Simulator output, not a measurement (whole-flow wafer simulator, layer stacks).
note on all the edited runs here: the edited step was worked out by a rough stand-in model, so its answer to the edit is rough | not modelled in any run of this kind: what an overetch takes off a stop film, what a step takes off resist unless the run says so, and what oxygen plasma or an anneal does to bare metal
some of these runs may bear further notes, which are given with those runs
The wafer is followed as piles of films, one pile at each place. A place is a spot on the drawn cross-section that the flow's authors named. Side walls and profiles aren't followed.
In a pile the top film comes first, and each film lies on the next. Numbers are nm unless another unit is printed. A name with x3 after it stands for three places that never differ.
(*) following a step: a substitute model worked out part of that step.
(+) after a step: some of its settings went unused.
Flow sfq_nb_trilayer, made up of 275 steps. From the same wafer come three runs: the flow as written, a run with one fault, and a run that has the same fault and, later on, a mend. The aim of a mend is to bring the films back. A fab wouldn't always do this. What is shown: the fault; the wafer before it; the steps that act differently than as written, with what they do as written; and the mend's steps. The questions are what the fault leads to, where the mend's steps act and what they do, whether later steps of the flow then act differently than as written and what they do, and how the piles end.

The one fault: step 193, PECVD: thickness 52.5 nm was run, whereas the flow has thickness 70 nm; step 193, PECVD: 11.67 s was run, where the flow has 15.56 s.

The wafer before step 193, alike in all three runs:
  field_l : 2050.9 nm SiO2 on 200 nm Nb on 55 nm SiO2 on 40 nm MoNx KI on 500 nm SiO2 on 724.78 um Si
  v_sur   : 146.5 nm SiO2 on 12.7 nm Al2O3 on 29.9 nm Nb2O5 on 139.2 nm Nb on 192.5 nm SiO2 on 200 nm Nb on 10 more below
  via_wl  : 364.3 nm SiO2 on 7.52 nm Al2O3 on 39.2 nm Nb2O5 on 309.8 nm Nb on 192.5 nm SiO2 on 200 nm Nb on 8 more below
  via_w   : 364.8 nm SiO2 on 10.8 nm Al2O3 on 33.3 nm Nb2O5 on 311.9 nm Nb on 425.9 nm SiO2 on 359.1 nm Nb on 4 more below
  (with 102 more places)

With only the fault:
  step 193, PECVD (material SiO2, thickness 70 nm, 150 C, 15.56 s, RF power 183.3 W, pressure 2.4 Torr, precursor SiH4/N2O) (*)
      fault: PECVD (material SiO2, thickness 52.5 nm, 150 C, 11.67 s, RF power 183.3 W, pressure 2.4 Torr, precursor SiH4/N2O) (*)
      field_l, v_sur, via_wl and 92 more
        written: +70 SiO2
        fault: +52.5 SiO2
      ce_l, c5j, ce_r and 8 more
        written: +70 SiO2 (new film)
        fault: +52.5 SiO2 (new film)
  Later steps of the flow acting differently than as written (not shown: 11 more steps that differ only slightly, by at most 2% or 0.5 nm, whichever is larger):
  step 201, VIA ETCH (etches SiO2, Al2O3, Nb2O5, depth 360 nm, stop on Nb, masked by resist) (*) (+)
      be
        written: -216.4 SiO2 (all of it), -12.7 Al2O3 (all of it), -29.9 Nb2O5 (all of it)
        fault: -198.9 SiO2 (all of it), -12.7 Al2O3 (all of it), -29.9 Nb2O5 (all of it)
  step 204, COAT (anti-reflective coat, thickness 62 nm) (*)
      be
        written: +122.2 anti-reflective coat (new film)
        fault: +119.4 anti-reflective coat (new film)
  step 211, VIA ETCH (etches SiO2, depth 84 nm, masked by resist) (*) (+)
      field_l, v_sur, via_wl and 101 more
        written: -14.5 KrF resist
        fault: -13.5 KrF resist
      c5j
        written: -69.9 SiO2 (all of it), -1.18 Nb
        fault: -52.4 SiO2 (all of it), -2.18 Nb
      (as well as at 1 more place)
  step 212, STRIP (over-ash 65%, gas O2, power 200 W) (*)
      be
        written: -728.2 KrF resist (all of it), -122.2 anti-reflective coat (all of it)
        fault: -716.7 KrF resist (all of it), -119.4 anti-reflective coat (all of it)
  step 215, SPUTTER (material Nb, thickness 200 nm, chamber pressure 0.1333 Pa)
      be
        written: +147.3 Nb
        fault: +151.3 Nb
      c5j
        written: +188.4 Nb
        fault: +193.5 Nb
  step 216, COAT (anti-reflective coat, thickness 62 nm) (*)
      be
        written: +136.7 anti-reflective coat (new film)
        fault: +133.3 anti-reflective coat (new film)
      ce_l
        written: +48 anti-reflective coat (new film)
        fault: +52.4 anti-reflective coat (new film)
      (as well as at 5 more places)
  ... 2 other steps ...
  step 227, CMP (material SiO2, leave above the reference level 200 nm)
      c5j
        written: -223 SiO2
        fault: -229.9 SiO2
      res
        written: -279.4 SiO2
        fault: -300.3 SiO2
  The piles end different from the flow's at v_sur, via_wl, via_w and 32 more by more than 2% or 0.5 nm, whichever is larger.
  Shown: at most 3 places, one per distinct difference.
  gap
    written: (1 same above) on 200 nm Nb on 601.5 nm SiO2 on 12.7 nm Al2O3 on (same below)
    fault: (1 same above) on 200 nm Nb on 584 nm SiO2 on 12.7 nm Al2O3 on (same below)
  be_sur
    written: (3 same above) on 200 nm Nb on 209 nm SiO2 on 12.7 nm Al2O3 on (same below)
    fault: (3 same above) on 200 nm Nb on 191.5 nm SiO2 on 12.7 nm Al2O3 on (same below)
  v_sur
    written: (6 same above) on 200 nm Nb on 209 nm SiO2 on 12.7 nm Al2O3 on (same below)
    fault: (6 same above) on 200 nm Nb on 191.5 nm SiO2 on 12.7 nm Al2O3 on (same below)

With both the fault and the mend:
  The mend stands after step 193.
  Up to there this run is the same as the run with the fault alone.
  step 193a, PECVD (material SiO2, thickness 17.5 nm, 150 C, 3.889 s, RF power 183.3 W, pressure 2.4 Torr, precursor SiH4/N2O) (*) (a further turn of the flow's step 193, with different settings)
      field_l, v_sur, via_wl and 103 more
        +17.5 SiO2
  Every later step of the flow that is run acts as written, at every place that is followed, to within 2% or 0.5 nm, whichever is larger.
  The piles end the same as the flow's at every place that both follow.
